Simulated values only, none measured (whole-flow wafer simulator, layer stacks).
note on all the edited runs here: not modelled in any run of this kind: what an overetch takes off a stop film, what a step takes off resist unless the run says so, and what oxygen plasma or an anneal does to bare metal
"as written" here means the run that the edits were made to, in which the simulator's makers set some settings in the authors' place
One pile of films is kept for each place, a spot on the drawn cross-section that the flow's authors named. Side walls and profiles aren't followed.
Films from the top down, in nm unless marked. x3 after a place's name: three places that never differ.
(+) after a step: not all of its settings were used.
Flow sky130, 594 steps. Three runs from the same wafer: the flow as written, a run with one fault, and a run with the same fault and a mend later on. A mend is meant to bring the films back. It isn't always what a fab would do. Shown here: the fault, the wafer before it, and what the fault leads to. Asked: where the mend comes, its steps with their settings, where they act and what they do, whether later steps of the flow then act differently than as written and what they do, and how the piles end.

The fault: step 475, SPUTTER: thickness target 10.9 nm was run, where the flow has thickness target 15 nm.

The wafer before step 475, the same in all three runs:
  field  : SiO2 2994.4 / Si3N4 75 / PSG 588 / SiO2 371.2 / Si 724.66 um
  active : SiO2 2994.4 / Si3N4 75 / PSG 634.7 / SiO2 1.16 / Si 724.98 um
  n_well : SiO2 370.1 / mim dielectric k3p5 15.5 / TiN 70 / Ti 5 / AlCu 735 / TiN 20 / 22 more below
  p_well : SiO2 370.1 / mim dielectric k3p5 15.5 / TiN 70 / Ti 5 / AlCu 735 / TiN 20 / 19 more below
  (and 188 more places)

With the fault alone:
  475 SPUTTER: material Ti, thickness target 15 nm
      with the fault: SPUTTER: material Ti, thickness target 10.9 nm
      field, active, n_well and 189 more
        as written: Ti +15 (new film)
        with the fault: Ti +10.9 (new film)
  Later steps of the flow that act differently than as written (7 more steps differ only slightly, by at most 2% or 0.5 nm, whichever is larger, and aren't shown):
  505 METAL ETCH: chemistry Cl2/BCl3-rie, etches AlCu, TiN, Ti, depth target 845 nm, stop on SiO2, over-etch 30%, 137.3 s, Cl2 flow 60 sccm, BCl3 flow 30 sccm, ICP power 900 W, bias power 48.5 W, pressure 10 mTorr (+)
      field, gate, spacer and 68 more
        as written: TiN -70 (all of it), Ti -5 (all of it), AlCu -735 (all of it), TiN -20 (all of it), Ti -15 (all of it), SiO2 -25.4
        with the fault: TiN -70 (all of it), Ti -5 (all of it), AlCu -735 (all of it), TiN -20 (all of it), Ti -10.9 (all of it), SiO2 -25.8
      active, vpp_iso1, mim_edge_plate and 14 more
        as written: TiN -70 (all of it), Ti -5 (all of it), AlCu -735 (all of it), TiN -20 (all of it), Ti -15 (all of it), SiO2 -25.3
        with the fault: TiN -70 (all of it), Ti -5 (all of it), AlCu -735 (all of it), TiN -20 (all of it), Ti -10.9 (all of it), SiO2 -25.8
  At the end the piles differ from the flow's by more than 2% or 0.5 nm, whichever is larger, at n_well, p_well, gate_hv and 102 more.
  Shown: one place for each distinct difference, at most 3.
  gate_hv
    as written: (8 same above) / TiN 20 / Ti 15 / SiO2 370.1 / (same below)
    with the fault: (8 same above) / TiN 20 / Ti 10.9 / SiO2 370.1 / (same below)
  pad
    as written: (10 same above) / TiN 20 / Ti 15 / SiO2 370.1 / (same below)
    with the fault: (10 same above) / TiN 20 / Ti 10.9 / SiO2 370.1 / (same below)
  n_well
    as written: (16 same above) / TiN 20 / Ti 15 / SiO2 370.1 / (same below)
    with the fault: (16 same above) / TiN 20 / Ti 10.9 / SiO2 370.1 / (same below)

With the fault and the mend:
  The mend comes after step 475.
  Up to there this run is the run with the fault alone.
  475a SPUTTER: material Ti, thickness target 4.1 nm (the flow's step 475 once more, with other settings)
      field, active, n_well and 189 more
        Ti +4.1
  No later step of the flow acts differently than as written at any place that is followed.
  At the end the piles are the same as the flow's at every place that both follow.
